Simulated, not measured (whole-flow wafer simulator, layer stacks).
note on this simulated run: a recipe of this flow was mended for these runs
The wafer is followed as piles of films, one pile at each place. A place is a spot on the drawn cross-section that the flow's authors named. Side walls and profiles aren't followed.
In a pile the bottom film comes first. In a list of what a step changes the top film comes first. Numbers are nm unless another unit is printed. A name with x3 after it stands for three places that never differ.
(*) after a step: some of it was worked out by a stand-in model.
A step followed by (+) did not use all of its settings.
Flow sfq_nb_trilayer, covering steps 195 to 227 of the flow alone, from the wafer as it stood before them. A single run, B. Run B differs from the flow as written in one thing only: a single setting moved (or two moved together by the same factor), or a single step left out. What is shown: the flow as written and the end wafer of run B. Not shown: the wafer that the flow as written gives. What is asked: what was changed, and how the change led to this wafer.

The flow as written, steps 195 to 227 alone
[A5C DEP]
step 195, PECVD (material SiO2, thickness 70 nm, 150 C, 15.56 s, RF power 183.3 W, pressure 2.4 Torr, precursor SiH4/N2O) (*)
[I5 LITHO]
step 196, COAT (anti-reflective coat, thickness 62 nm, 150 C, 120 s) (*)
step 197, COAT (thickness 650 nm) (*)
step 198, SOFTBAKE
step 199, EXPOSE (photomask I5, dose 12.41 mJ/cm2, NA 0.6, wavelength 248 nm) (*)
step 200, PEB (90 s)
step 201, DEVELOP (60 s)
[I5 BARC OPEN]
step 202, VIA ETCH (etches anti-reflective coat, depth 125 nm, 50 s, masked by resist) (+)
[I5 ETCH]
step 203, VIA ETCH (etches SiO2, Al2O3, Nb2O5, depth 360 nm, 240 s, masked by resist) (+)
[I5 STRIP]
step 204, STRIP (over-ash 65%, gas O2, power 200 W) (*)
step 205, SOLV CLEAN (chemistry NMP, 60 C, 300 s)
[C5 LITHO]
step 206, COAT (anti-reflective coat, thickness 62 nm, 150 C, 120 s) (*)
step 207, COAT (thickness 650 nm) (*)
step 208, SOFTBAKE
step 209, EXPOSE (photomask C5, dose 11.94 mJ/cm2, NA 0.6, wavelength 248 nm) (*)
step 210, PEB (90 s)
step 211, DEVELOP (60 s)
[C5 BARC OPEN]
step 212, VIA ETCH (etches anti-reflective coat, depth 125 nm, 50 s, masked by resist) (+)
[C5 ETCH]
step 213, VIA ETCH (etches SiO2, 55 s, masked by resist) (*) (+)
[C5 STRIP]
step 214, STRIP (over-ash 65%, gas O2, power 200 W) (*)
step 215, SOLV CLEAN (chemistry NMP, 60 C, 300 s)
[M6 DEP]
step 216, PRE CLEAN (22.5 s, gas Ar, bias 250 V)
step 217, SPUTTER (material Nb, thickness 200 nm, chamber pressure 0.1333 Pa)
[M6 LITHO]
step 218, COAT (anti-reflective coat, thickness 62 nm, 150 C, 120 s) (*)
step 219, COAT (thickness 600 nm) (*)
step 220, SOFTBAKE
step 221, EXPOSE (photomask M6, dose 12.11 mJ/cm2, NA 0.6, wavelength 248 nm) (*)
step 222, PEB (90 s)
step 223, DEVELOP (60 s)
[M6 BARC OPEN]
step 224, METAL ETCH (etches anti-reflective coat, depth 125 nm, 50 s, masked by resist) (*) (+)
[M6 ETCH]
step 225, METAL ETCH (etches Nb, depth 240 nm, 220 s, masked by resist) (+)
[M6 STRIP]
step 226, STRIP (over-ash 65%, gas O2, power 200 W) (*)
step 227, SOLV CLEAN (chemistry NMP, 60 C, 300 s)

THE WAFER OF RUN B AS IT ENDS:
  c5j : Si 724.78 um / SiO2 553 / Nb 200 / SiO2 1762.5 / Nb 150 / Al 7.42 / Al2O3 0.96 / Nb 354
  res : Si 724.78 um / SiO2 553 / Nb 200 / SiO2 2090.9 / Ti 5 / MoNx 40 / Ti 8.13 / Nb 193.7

What caused this: step 213, VIA ETCH: 41 s was run, while the flow as written has 55 s.

Step by step, how the change led to this:
  step 213, VIA ETCH (etches SiO2, 55 s, masked by resist) (*) (+)
      c5j: -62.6 SiO2 (it would be, as written: -69.7 SiO2 (all of it), -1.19 Nb)
      res: -62.6 SiO2 (it would be, as written: -69.7 SiO2 (all of it), -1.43 Ti)
      (as well as at 104 more places)
  step 216, PRE CLEAN (22.5 s, gas Ar, bias 250 V)
      c5j: -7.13 SiO2 (all of it), -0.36 Nb (it would be, as written: -6.45 Nb)
      res: -7.05 SiO2 (all of it), -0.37 Ti (it would be, as written: -4.53 Ti)
  step 218, COAT (anti-reflective coat, thickness 62 nm, 150 C, 120 s) (*)
      ce_l: +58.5 anti-reflective coat (new film) (it would be, as written: +56.7 anti-reflective coat (new film))
      c5j: +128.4 anti-reflective coat (new film) (it would be, as written: +135.8 anti-reflective coat (new film))
      (as well as at 5 more places)
  step 226, STRIP (over-ash 65%, gas O2, power 200 W) (*)
      ce_l: -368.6 KrF-resist-other-grade (all of it), -58.5 anti-reflective coat (all of it) (it would be, as written: -369.7 KrF-resist-other-grade (all of it), -56.7 anti-reflective coat (all of it))
      c5j: -373.6 KrF-resist-other-grade (all of it), -128.4 anti-reflective coat (all of it) (it would be, as written: -375.2 KrF-resist-other-grade (all of it), -135.8 anti-reflective coat (all of it))
      (as well as at 5 more places)
